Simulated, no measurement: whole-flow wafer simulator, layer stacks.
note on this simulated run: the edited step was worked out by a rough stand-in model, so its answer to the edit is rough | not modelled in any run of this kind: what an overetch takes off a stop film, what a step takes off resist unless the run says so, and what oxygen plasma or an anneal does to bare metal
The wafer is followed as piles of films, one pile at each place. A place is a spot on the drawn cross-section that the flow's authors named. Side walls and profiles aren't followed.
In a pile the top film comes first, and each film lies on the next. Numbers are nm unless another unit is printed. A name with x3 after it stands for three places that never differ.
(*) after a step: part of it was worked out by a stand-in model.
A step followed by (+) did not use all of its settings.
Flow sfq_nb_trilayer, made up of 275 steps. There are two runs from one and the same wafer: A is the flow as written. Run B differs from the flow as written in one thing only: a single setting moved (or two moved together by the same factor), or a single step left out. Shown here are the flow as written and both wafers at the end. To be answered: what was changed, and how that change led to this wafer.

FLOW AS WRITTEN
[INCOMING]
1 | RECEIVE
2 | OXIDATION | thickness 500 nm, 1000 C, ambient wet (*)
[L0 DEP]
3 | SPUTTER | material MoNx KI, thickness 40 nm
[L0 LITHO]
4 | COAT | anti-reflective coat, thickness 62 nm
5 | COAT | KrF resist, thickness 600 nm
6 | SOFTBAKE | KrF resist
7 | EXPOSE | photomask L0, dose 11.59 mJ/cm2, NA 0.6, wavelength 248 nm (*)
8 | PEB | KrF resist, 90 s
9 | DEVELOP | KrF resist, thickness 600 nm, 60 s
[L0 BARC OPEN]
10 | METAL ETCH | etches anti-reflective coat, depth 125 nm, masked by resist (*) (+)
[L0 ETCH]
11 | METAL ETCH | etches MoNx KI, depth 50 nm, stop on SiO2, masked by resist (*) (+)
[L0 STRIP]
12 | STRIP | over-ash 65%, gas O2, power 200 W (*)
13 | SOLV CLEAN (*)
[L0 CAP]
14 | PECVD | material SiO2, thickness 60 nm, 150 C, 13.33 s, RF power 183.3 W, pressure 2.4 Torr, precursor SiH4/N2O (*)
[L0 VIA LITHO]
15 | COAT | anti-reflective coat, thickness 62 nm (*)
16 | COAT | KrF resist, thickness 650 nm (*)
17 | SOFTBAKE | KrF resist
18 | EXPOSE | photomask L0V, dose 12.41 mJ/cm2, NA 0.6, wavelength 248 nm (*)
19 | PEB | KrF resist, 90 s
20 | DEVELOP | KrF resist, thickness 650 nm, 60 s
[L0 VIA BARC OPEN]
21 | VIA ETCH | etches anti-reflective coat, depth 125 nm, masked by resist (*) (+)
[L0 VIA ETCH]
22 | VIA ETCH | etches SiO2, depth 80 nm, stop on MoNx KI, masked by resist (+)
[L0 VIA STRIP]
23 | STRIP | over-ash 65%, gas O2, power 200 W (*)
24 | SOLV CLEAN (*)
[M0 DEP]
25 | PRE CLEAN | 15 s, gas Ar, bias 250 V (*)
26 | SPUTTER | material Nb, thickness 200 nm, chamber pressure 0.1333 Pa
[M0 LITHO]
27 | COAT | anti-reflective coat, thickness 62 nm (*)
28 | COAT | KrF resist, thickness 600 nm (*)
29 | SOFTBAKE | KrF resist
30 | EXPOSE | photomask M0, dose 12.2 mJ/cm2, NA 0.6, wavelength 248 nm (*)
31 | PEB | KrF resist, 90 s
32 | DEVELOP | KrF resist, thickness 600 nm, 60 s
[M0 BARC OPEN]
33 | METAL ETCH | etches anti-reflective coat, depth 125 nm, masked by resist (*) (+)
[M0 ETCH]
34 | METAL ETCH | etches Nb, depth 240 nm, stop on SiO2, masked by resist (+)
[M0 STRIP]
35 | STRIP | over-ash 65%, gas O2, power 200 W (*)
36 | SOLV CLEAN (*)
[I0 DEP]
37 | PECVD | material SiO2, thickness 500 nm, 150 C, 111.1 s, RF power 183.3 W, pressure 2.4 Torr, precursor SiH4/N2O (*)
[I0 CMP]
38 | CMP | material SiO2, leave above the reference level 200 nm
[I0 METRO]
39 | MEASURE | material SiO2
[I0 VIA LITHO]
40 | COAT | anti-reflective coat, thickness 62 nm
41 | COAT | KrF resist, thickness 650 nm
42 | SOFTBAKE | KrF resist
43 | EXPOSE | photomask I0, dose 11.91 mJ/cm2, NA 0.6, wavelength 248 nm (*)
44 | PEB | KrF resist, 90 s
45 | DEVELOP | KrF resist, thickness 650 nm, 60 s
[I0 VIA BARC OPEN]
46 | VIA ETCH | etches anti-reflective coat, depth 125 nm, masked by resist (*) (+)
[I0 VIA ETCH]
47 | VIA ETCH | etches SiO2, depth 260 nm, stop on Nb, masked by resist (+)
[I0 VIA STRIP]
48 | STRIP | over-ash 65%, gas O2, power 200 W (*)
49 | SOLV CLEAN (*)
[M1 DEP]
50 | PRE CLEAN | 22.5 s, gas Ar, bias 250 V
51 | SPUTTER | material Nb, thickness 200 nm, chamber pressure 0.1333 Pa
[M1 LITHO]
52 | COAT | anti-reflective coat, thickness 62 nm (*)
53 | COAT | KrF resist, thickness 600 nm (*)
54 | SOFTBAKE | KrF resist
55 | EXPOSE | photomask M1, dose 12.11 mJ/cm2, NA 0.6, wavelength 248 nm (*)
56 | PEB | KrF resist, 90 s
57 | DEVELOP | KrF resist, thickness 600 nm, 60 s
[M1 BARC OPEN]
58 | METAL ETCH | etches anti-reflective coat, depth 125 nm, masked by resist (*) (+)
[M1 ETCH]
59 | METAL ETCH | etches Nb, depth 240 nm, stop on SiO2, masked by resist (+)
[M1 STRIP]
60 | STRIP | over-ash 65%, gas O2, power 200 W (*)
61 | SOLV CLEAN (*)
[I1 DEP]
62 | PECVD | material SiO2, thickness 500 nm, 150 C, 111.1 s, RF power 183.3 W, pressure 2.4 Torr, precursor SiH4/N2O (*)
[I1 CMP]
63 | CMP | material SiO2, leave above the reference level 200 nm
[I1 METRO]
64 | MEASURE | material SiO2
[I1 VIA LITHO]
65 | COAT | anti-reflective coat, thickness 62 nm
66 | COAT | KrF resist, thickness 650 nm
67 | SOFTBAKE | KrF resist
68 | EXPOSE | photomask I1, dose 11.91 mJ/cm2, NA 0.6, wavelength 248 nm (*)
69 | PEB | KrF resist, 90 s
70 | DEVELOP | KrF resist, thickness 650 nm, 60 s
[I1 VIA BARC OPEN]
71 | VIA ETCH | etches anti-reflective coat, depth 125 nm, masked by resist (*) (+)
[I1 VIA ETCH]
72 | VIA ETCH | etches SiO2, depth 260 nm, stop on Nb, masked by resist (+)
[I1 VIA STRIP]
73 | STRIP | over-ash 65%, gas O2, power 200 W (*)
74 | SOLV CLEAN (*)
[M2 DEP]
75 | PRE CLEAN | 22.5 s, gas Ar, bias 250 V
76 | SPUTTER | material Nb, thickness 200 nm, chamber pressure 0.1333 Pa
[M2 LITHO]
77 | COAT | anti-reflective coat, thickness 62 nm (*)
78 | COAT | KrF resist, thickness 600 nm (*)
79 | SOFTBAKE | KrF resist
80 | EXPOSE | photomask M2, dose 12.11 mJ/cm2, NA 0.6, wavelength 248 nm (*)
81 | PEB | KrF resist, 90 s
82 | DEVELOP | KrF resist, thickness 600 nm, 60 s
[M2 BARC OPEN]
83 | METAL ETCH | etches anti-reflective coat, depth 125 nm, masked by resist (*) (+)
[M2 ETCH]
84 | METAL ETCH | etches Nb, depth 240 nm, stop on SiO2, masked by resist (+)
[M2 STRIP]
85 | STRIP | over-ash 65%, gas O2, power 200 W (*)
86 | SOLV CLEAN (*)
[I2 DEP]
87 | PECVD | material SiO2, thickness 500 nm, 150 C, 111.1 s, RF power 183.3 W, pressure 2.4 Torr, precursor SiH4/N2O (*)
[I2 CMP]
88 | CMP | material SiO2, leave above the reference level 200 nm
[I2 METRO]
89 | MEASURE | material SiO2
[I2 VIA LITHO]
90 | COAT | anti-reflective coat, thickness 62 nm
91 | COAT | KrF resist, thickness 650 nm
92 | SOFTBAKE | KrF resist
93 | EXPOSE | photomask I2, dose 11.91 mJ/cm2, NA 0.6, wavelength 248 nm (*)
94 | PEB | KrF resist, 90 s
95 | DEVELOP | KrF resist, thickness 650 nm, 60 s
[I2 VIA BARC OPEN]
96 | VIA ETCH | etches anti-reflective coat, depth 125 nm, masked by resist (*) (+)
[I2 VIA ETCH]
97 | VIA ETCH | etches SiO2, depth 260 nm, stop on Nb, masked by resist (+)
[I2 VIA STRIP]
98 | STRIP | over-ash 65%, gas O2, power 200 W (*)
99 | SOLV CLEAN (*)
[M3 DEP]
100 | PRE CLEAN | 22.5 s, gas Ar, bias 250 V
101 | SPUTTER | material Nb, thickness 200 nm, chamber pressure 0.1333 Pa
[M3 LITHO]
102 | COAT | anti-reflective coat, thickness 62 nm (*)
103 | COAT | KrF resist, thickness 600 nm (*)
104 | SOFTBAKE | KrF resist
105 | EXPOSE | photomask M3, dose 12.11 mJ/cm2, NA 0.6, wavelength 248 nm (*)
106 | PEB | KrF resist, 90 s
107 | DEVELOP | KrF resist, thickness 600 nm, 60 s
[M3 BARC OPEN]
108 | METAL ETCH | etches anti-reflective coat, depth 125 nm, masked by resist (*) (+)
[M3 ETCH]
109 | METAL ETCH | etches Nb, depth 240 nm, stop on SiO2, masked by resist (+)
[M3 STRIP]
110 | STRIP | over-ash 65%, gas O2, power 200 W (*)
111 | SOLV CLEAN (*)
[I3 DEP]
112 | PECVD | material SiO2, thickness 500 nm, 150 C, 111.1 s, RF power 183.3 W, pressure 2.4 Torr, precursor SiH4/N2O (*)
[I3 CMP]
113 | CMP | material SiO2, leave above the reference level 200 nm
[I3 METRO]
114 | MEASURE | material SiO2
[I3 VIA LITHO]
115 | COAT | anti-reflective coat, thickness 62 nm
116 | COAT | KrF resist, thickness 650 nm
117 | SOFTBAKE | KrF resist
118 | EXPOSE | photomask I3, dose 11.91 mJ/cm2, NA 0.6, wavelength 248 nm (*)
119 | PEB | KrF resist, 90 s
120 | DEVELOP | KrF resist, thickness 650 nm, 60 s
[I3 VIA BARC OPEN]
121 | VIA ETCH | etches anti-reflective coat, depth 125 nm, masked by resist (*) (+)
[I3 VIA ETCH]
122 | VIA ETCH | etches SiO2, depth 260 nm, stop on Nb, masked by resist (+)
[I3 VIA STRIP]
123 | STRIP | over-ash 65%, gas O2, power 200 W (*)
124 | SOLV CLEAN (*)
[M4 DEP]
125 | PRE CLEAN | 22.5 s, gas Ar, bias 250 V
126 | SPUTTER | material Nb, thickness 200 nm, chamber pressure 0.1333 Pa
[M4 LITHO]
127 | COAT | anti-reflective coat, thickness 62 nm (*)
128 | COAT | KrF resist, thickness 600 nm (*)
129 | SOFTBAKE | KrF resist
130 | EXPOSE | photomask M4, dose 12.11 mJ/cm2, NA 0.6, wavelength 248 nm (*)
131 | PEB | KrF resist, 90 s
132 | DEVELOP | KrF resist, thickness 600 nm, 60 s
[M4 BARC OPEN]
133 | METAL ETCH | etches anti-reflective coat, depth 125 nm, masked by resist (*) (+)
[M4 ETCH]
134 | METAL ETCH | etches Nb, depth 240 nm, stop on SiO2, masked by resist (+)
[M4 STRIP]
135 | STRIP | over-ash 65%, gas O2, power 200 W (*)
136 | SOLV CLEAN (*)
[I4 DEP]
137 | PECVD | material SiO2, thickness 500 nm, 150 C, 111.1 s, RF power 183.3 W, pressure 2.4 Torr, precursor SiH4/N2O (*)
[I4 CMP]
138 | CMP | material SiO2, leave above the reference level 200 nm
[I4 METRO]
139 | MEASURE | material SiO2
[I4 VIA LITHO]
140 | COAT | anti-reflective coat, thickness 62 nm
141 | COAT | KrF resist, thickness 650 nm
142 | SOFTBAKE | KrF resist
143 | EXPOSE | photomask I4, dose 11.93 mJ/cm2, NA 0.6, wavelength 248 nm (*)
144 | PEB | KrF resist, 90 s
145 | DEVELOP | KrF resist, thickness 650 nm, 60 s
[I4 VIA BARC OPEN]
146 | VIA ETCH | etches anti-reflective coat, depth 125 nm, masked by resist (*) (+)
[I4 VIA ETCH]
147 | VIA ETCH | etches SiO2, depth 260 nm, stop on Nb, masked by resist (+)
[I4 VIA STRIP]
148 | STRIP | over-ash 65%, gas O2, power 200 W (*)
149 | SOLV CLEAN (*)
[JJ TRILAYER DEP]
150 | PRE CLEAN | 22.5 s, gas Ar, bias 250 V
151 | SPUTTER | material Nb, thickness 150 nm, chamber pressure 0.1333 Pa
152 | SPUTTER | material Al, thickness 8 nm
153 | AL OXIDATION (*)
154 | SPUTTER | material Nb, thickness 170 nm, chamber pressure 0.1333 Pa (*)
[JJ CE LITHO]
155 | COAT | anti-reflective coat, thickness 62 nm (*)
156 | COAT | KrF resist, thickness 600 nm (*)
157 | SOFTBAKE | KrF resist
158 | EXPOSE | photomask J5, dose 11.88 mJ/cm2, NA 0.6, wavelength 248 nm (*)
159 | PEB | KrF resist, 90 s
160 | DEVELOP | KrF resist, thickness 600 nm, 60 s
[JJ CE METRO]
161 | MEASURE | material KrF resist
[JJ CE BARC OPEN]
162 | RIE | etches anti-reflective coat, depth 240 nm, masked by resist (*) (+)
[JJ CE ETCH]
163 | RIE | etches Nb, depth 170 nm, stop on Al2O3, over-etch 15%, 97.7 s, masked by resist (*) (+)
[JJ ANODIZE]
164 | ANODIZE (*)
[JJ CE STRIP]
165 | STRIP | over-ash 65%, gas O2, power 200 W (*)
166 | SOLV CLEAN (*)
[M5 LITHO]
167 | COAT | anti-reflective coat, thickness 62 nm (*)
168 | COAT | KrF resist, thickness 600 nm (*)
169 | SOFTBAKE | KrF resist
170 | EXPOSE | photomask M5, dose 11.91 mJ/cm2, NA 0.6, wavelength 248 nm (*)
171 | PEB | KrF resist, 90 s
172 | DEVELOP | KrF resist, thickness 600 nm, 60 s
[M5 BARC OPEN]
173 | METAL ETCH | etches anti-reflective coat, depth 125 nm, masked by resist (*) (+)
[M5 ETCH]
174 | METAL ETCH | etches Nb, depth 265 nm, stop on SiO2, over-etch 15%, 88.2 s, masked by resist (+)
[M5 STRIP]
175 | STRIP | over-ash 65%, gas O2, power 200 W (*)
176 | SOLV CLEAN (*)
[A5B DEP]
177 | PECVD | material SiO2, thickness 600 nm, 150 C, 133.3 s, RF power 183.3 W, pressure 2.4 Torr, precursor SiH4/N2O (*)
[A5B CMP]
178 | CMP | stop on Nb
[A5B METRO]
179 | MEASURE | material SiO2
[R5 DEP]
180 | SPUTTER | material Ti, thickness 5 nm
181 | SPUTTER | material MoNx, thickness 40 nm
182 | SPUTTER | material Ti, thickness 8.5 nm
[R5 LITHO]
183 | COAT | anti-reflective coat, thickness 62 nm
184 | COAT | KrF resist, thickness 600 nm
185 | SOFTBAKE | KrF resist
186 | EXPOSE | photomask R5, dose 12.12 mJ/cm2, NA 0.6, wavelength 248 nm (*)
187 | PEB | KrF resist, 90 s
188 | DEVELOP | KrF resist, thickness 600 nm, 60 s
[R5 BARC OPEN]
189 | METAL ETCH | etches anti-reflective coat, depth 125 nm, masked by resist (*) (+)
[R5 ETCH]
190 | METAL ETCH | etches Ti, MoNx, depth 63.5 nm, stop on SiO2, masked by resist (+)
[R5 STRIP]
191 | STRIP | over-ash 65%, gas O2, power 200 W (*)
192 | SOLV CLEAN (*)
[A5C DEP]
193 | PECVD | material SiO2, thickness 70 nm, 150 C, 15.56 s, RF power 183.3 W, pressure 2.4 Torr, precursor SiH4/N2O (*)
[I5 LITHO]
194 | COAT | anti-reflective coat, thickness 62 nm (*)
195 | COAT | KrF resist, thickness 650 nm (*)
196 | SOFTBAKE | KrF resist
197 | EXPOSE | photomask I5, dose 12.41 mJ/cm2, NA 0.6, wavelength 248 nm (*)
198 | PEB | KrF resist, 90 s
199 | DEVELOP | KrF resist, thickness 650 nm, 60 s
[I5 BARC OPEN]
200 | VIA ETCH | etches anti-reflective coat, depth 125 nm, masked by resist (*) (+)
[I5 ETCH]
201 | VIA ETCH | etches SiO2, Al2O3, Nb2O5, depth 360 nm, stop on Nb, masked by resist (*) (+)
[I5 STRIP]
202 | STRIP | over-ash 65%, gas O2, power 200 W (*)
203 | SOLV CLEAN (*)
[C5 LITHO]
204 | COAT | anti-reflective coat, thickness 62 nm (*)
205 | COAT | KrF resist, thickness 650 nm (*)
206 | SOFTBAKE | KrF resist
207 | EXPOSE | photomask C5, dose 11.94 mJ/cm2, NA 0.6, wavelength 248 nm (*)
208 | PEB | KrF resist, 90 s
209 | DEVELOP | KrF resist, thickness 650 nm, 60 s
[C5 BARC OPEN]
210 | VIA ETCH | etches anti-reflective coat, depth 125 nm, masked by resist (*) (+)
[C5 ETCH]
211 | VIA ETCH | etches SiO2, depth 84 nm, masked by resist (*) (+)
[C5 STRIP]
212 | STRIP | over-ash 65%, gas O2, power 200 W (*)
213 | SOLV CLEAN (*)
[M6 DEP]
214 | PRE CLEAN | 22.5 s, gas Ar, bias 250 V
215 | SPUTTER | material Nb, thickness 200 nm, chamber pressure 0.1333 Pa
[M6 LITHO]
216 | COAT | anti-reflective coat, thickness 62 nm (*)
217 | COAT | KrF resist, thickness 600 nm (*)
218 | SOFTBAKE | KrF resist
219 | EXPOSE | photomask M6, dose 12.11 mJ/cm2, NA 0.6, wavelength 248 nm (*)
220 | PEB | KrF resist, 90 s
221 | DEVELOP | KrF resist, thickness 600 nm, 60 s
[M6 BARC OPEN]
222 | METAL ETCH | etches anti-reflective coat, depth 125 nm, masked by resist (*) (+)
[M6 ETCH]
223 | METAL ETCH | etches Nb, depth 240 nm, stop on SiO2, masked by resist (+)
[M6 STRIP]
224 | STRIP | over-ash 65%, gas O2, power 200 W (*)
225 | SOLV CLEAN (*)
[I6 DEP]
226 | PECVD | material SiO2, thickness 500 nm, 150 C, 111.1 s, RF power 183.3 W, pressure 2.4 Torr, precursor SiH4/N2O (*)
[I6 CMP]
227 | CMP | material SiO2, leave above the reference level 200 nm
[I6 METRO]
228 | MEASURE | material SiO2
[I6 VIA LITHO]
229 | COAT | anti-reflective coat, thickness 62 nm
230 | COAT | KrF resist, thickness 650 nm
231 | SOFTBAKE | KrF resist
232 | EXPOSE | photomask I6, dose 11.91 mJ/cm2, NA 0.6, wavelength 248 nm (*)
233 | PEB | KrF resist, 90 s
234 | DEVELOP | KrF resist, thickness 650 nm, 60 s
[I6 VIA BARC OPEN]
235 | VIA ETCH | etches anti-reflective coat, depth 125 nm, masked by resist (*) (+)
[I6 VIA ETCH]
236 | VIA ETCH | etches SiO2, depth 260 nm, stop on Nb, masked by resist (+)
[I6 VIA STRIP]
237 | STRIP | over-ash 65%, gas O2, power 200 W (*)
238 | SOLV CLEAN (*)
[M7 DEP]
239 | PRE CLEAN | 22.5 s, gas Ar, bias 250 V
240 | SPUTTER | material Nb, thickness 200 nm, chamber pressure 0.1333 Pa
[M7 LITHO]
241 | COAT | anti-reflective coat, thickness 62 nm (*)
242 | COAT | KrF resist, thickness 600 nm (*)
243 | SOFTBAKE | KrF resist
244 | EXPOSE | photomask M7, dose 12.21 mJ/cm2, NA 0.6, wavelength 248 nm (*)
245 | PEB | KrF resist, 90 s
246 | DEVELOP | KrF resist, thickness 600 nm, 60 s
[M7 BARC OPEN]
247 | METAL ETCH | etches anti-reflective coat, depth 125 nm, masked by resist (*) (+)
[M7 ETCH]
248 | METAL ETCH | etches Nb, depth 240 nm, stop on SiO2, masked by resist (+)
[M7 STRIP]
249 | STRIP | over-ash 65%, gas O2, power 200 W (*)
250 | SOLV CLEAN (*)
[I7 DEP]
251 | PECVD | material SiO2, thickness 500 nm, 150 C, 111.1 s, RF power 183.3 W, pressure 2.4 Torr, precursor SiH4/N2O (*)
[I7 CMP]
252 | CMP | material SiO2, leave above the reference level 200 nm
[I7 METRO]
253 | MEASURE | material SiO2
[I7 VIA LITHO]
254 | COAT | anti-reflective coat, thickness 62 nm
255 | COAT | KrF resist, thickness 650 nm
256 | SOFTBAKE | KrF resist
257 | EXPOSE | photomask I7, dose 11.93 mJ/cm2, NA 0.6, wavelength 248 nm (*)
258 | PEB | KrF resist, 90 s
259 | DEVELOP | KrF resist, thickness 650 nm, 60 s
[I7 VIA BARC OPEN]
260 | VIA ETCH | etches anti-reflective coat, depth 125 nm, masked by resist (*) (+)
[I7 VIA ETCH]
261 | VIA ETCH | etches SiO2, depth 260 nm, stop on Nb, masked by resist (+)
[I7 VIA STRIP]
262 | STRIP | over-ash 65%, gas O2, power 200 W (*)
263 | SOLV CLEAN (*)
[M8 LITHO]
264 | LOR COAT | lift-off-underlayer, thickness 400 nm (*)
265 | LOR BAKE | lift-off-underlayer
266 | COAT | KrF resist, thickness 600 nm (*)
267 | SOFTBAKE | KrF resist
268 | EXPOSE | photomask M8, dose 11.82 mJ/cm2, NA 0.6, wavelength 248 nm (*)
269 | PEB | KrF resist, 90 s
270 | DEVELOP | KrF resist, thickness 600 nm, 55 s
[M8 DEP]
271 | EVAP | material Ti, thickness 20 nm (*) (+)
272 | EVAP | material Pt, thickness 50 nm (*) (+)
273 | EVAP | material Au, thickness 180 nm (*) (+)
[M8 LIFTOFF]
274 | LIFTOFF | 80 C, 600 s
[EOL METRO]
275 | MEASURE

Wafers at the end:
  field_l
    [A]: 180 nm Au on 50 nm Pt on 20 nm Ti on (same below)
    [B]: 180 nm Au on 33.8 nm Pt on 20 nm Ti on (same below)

Cause: step 272, EVAP: thickness 33.8 nm was run, while the flow as written has thickness 50 nm.
One can read it off the wafer: field_l has Pt 33.8, and step 272 as written asks for 50 nm.

How this came from the change, step by step:
  272 | EVAP | material Pt, thickness 50 nm (*) (+)
      field_l, v_sur, via_wl and 103 more: A +50 Pt (new film) | B +33.8 Pt (new film)
  274 | LIFTOFF | 80 C, 600 s
      p4_fl, p4_fm, p4_w1 and 71 more: A -180 Au (all of it), -50 Pt (all of it), -20 Ti (all of it), -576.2 KrF resist (all of it), -400 lift-off-underlayer (all of it) | B -180 Au (all of it), -33.8 Pt (all of it), -20 Ti (all of it), -576.2 KrF resist (all of it), -400 lift-off-underlayer (all of it)
      c5j, ce_r: A -180 Au (all of it), -50 Pt (all of it), -20 Ti (all of it), -573.3 KrF resist (all of it), -399.3 lift-off-underlayer (all of it) | B -180 Au (all of it), -33.8 Pt (all of it), -20 Ti (all of it), -573.3 KrF resist (all of it), -399.3 lift-off-underlayer (all of it)
      (as well as at 19 more places)
